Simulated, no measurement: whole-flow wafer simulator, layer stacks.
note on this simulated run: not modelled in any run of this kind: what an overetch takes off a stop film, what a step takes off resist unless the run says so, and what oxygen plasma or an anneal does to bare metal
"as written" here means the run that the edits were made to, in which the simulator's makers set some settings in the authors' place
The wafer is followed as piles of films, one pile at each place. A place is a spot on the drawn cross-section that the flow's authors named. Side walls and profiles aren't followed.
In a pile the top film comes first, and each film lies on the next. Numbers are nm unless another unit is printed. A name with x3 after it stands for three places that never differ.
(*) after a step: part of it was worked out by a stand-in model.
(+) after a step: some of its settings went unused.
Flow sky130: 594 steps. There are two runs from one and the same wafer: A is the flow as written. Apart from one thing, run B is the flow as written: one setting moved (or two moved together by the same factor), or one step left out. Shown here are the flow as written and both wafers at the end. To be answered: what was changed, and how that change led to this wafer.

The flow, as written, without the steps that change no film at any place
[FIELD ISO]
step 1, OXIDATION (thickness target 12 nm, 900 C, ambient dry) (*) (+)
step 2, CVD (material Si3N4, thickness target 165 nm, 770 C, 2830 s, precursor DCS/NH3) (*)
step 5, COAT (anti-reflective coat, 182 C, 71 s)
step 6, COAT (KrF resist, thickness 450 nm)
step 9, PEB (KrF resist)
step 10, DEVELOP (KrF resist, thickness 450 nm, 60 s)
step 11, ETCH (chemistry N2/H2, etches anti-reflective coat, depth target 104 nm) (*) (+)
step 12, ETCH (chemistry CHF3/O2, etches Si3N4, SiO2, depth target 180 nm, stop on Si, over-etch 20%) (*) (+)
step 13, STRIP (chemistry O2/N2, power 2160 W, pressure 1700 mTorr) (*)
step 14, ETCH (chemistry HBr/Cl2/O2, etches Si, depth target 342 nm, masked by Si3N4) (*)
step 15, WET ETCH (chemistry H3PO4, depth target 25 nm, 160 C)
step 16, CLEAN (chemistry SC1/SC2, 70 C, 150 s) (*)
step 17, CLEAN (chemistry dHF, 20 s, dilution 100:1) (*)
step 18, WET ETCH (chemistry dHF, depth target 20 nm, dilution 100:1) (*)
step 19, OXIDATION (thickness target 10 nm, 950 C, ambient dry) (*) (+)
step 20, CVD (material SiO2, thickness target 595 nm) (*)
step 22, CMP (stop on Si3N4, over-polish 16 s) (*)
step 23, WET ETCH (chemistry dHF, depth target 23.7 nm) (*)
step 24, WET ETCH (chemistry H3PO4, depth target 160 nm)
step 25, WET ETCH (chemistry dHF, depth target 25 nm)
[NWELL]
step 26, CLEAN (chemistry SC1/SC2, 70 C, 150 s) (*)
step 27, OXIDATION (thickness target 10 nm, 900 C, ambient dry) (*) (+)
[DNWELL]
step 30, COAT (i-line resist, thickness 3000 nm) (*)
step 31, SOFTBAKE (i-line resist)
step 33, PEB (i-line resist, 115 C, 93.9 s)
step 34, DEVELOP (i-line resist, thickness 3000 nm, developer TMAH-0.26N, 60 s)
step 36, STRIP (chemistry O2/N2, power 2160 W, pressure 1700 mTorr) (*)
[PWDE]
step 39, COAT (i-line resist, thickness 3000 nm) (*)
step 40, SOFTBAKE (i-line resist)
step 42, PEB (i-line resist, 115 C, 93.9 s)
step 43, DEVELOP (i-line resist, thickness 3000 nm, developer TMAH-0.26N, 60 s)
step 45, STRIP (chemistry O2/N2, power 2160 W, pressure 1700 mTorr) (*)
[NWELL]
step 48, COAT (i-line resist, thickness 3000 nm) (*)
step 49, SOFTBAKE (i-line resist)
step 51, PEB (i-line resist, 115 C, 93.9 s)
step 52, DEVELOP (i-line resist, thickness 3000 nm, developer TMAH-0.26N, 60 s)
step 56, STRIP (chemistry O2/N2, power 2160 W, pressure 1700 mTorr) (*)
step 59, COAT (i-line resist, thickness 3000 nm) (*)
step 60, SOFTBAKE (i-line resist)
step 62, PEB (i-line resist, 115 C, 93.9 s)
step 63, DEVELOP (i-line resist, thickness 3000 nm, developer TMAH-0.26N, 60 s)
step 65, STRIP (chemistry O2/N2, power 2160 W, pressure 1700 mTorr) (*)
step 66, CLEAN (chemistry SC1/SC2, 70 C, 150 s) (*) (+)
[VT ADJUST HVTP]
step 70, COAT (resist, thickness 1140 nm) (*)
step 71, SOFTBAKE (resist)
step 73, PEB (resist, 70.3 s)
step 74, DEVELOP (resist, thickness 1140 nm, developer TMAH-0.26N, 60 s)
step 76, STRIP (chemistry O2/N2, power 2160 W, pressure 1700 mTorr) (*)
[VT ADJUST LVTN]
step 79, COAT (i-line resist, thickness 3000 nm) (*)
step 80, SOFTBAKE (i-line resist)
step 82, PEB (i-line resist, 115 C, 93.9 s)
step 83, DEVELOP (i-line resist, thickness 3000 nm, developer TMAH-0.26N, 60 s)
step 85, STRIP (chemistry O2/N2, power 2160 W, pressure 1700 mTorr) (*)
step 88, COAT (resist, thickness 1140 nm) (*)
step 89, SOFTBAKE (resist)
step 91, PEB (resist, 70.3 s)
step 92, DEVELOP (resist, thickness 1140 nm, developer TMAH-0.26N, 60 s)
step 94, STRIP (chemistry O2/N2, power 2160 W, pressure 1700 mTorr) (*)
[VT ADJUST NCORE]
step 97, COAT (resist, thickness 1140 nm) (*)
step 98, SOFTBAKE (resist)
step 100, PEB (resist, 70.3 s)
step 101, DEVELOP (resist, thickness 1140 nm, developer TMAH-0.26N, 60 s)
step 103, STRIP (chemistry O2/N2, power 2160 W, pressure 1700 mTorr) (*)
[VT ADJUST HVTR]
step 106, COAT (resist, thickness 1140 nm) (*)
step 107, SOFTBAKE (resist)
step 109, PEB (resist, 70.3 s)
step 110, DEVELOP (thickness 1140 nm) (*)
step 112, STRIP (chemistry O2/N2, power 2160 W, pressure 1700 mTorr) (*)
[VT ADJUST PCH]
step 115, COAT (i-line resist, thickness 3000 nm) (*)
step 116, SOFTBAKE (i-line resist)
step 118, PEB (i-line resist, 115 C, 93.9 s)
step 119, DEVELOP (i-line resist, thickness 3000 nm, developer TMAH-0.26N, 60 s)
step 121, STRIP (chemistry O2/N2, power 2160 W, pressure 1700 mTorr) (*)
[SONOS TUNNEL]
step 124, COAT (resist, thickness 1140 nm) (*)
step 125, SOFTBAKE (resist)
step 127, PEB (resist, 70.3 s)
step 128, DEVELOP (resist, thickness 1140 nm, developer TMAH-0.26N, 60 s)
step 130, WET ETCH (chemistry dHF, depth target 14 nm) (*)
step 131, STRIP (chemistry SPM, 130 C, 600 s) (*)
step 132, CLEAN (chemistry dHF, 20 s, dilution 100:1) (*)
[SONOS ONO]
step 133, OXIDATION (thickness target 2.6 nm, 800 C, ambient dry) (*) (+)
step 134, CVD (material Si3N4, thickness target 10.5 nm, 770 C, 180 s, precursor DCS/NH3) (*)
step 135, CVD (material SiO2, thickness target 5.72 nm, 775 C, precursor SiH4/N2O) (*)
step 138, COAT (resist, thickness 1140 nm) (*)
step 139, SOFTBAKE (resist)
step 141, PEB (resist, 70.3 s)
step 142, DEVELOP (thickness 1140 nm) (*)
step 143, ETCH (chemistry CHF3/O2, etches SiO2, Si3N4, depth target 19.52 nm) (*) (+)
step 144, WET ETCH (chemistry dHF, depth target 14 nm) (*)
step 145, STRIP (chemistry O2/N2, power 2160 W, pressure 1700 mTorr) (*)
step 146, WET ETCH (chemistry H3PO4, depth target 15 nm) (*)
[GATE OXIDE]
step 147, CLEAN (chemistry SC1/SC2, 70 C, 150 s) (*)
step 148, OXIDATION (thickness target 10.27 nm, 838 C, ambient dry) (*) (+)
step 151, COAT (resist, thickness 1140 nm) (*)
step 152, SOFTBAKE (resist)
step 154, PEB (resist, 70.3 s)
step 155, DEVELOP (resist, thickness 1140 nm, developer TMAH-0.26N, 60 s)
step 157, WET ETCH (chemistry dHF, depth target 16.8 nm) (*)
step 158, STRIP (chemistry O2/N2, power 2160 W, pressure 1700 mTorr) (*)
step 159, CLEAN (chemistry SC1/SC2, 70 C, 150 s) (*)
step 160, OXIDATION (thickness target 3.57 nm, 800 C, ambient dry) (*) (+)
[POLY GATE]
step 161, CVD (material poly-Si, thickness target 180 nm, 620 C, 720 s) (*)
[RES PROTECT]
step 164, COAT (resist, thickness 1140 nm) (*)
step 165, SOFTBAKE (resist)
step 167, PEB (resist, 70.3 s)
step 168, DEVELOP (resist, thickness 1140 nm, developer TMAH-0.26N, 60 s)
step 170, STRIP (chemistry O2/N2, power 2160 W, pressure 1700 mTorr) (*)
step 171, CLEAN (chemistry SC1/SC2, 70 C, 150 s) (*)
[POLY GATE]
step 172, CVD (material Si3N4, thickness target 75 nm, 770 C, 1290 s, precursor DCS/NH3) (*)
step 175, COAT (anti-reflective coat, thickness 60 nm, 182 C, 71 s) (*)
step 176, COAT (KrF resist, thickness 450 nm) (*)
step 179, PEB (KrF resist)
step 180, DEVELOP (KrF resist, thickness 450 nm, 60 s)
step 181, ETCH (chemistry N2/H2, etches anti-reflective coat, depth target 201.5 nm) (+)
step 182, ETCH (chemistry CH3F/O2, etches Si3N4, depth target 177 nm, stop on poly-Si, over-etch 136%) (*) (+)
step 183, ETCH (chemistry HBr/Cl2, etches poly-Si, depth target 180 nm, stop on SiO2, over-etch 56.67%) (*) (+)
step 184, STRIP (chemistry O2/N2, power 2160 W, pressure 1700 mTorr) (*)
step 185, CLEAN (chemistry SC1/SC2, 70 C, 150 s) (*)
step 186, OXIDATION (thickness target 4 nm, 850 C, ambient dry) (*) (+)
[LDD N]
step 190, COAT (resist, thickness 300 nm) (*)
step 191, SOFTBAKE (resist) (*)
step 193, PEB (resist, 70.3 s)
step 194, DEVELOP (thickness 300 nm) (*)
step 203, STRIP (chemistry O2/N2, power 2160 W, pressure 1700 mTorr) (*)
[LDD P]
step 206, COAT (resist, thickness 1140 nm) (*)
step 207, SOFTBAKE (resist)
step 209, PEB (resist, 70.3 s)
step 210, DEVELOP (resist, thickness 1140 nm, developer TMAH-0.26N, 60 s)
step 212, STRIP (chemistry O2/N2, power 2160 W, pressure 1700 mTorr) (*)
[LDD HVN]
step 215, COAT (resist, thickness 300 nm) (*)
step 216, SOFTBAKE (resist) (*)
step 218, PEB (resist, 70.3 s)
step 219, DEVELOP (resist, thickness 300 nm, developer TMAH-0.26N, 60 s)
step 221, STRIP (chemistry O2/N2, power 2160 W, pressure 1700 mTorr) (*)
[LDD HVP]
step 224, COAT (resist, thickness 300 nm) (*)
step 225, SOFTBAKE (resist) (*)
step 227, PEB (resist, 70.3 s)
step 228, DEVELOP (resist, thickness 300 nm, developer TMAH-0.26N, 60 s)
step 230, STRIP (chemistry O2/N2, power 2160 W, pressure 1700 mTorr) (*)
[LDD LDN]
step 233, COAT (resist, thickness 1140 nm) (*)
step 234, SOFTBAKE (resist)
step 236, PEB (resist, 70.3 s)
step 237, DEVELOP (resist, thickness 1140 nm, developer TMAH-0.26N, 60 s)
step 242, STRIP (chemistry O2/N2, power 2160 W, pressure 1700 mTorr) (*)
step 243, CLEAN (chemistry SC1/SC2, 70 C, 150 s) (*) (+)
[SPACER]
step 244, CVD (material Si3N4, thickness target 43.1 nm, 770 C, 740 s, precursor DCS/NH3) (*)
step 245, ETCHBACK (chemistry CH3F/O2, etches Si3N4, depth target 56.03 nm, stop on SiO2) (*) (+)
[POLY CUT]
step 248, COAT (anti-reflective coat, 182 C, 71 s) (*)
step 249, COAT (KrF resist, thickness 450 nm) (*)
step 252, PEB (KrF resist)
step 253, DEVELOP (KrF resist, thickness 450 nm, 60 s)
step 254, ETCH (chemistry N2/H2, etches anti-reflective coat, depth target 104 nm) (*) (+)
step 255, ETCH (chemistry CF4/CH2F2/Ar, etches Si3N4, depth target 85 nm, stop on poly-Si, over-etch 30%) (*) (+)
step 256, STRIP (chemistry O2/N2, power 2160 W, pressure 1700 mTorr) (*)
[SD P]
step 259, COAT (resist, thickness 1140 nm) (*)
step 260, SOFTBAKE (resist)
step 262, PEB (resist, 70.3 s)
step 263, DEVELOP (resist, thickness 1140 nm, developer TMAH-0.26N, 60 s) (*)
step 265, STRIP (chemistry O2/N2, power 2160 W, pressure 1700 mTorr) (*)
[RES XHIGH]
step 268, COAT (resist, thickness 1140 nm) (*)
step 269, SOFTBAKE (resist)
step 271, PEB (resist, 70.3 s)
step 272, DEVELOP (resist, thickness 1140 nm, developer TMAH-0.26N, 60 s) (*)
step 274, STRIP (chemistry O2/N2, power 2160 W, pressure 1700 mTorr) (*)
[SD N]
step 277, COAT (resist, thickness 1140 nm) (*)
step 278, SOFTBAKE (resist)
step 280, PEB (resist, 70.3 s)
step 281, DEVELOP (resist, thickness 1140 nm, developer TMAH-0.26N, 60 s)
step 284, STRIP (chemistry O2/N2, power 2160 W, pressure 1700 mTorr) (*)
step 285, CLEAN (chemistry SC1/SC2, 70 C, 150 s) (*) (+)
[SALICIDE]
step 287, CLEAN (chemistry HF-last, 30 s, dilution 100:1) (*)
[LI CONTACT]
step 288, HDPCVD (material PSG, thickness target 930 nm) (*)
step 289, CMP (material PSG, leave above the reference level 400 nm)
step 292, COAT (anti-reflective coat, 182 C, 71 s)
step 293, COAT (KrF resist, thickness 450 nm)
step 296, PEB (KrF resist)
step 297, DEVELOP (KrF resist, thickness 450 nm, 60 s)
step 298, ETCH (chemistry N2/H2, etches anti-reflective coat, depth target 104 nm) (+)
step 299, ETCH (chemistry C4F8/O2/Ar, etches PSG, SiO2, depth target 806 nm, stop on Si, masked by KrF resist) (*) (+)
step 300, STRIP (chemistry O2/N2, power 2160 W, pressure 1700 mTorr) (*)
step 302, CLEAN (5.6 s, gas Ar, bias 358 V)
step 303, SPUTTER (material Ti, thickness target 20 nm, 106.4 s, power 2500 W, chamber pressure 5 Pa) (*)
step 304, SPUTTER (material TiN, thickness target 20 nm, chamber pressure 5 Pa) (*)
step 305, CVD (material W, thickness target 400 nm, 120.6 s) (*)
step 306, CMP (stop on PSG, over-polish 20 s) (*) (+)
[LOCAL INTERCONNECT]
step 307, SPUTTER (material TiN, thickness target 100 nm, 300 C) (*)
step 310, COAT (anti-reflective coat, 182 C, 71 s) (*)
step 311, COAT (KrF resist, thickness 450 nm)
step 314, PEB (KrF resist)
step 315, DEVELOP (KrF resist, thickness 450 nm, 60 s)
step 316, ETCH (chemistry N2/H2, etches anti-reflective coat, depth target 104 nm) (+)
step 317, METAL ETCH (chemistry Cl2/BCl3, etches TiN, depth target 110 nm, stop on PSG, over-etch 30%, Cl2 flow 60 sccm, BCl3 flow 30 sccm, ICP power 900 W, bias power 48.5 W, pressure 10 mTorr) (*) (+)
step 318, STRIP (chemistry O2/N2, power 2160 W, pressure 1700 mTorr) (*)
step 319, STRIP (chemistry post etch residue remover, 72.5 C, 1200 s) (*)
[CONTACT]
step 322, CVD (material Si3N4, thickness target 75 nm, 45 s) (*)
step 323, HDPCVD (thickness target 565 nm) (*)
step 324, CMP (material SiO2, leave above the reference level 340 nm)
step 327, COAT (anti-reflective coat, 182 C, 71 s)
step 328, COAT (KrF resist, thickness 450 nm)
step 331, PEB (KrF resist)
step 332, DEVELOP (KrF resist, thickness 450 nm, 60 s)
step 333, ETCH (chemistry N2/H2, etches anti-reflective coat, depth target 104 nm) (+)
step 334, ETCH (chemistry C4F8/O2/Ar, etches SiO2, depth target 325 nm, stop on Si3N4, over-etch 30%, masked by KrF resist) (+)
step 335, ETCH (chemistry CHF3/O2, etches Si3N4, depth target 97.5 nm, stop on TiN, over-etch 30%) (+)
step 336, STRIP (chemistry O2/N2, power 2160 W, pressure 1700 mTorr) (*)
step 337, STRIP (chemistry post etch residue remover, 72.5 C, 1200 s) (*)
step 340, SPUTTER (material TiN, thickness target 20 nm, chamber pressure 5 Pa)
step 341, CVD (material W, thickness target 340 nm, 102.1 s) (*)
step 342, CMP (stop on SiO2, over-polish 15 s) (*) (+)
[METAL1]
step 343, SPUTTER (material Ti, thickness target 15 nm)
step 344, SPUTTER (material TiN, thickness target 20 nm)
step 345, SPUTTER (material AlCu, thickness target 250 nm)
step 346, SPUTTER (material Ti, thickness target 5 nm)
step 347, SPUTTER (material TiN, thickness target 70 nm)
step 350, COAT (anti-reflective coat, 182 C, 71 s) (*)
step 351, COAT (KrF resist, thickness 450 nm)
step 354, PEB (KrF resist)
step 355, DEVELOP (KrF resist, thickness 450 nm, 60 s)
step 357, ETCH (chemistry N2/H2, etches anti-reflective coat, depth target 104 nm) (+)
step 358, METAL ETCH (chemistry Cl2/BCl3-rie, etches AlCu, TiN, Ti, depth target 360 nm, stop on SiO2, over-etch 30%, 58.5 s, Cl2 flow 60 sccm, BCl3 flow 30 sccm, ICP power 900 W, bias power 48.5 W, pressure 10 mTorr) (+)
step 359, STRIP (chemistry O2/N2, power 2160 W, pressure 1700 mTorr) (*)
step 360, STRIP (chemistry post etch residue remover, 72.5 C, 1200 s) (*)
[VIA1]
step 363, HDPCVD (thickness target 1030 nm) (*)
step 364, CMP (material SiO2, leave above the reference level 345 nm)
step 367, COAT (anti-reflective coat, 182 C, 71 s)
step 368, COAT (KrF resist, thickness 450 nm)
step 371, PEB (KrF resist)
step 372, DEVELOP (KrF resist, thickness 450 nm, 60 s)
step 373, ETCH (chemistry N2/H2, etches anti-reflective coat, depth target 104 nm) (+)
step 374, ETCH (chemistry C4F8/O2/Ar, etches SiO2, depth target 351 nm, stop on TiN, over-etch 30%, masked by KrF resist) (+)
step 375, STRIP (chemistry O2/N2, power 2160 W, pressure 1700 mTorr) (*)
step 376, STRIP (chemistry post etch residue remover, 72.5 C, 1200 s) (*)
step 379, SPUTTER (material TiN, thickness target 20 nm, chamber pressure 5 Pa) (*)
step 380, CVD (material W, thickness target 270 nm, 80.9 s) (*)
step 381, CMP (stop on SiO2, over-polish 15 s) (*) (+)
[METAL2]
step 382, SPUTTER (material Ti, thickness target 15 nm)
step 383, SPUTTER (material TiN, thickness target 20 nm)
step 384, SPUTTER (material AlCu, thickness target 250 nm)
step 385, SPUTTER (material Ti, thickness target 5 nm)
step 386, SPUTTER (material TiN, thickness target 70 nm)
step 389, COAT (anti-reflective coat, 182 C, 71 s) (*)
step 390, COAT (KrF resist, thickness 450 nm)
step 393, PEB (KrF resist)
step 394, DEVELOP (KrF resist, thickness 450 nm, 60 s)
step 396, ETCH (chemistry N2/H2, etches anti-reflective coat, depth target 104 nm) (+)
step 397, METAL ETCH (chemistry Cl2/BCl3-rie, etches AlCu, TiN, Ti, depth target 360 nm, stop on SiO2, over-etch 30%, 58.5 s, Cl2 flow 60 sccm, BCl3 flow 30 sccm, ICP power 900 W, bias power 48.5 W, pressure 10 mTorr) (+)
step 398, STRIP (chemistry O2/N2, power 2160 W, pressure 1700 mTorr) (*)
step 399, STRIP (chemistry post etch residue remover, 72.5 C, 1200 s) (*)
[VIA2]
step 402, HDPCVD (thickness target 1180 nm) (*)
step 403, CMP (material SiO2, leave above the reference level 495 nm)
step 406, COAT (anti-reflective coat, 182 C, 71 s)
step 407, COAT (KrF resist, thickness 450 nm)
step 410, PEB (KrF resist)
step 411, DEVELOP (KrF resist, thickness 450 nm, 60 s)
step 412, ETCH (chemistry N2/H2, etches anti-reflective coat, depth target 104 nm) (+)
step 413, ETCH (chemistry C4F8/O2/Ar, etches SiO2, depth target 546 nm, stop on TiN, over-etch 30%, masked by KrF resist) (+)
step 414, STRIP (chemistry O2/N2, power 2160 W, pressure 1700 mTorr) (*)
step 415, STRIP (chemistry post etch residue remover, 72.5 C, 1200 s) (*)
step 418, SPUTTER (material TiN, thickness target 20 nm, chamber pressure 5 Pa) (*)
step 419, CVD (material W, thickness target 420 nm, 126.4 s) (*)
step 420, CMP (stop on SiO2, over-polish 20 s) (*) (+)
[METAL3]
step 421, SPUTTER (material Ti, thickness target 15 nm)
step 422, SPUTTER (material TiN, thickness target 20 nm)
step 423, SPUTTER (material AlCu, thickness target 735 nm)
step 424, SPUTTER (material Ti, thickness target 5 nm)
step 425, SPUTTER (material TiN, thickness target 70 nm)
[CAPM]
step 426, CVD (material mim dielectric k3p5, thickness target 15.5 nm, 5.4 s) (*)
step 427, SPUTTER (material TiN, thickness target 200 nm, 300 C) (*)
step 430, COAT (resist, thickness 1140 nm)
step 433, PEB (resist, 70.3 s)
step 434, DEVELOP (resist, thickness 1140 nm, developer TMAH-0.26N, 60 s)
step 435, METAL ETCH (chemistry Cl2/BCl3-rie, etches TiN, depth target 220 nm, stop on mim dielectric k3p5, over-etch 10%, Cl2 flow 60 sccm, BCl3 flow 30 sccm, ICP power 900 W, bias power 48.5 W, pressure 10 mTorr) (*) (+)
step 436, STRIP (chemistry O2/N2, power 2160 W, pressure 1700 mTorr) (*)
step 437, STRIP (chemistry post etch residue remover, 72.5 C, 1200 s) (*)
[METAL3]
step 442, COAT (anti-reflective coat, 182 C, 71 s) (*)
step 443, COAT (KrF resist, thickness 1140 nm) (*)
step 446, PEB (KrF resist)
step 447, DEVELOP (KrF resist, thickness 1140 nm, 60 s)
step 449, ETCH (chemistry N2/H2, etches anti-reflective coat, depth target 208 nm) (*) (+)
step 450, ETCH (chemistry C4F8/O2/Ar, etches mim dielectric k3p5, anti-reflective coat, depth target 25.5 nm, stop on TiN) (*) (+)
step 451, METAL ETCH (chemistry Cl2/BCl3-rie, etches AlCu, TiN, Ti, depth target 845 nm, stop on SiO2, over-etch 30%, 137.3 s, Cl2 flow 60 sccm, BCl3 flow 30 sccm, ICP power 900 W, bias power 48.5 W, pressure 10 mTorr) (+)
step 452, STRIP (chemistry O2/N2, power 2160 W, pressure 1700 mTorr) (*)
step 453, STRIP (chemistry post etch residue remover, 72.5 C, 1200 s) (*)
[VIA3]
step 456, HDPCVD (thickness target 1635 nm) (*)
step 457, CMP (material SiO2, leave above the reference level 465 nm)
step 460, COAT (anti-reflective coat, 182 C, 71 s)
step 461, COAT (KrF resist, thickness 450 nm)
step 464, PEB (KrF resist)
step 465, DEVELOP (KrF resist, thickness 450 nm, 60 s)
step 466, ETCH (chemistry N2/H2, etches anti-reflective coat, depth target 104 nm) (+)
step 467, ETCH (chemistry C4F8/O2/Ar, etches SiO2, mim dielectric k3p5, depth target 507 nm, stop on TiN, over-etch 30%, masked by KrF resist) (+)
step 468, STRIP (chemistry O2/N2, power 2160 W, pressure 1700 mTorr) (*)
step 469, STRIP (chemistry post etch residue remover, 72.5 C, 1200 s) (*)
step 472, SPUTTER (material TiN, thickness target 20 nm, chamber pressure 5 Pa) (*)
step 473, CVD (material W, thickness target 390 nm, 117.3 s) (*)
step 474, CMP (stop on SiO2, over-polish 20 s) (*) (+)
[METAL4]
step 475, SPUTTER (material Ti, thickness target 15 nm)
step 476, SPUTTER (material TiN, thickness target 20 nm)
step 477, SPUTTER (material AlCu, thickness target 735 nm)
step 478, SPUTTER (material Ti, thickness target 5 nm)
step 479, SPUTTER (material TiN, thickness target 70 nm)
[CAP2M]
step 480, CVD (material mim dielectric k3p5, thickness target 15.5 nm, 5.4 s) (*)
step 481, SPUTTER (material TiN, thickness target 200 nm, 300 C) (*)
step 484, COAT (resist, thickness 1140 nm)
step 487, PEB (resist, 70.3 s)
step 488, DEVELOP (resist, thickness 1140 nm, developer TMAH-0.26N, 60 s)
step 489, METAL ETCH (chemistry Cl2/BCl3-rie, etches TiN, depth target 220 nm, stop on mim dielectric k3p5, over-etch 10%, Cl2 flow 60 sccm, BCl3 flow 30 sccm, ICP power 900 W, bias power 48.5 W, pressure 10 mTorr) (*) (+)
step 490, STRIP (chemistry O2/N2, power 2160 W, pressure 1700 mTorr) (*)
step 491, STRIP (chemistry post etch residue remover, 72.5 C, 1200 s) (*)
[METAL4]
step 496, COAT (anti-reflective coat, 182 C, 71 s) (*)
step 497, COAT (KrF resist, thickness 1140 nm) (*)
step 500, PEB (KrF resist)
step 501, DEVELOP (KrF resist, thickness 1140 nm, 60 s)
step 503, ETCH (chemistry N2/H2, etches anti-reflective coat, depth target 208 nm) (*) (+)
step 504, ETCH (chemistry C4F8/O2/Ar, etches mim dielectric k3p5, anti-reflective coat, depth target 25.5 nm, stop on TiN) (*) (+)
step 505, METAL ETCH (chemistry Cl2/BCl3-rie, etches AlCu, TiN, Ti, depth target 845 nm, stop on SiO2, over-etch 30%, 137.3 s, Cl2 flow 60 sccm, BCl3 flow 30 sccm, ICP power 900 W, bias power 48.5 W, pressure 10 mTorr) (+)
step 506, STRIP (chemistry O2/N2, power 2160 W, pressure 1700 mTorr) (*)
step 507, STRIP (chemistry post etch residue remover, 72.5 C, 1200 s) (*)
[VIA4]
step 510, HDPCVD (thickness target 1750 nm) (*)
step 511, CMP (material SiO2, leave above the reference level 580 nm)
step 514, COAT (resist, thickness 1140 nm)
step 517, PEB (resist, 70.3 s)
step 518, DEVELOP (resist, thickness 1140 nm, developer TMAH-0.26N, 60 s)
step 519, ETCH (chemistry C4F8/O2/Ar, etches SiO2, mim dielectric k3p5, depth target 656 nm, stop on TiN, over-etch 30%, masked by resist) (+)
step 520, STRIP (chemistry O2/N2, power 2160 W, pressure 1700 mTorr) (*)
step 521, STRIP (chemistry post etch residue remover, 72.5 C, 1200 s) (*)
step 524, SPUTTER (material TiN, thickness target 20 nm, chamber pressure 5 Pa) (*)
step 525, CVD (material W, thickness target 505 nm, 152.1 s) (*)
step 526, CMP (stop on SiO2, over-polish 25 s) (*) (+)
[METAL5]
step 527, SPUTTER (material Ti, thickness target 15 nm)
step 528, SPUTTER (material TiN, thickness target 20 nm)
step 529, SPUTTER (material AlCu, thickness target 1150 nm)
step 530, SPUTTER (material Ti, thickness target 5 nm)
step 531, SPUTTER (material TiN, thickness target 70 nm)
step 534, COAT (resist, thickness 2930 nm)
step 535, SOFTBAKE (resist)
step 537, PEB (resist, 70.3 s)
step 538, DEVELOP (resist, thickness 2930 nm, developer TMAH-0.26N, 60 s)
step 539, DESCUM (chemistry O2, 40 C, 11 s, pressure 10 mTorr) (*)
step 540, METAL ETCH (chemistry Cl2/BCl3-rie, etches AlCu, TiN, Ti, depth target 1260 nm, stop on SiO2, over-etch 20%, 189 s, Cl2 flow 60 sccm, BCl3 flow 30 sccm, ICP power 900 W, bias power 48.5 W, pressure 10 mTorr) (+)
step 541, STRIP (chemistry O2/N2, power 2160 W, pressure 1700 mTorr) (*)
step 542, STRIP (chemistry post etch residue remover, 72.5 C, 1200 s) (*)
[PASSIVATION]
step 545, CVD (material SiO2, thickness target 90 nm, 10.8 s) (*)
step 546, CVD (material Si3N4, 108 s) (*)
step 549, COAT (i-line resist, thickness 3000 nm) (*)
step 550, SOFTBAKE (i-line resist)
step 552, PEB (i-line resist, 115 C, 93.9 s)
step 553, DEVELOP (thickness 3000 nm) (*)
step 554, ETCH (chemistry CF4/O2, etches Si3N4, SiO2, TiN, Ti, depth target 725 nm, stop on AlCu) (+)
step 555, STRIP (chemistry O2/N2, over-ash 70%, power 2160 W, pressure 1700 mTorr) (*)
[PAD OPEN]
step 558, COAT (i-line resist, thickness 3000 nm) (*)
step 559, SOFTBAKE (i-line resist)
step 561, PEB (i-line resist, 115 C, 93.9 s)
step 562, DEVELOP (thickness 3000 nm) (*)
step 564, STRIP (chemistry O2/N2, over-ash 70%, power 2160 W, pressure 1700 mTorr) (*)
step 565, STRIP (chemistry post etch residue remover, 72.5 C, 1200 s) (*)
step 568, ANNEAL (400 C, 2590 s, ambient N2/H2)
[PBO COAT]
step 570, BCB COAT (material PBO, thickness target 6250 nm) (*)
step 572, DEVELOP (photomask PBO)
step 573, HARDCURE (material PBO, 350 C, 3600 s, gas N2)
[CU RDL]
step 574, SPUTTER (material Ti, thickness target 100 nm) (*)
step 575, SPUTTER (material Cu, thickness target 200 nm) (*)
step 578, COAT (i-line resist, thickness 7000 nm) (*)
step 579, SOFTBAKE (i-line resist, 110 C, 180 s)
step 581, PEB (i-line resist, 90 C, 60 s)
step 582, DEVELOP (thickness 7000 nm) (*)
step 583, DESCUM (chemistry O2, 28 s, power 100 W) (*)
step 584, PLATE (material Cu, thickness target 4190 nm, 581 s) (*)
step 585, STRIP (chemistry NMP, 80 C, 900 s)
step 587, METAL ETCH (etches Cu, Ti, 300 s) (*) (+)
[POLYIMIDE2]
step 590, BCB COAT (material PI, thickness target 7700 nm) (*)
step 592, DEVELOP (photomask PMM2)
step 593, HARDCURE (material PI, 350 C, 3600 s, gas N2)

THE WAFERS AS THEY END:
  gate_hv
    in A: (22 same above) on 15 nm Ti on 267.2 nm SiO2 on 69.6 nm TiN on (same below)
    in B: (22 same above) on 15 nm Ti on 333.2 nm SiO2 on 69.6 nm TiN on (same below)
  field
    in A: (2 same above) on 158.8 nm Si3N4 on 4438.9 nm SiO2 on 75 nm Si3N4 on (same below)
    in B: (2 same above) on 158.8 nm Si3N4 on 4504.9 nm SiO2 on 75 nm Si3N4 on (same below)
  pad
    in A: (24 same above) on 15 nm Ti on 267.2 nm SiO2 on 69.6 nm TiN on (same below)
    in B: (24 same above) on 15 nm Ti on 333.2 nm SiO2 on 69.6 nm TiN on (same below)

What caused this: step 364, CMP: leave above the reference level 411 nm was run, though the flow has leave above the reference level 345 nm.

Step by step, how the change led to this:
  step 364, CMP (material SiO2, leave above the reference level 345 nm)
      n_well, p_well, gate_hv and 100 more: A SiO2 loses 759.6 | B SiO2 loses 693.6
      field, active, gate and 81 more: A SiO2 loses 389.1 | B SiO2 loses 323.1
      (as well as at 4 more places)
  step 374, ETCH (chemistry C4F8/O2/Ar, etches SiO2, depth target 351 nm, stop on TiN, over-etch 30%, masked by KrF resist) (+)
      m1, via1_hole: A SiO2 loses 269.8 (all of it) | B SiO2 loses 335.8 (all of it)
  step 379, SPUTTER (material TiN, thickness target 20 nm, chamber pressure 5 Pa) (*)
      m1: A TiN gains 11 | B TiN gains 9.79
      via1_hole: A TiN gains 10.9 | B TiN gains 9.77
  step 380, CVD (material W, thickness target 270 nm, 80.9 s) (*)
      m1, via1_hole: A W gains 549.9 (new film) | B W gains 617.1 (new film)
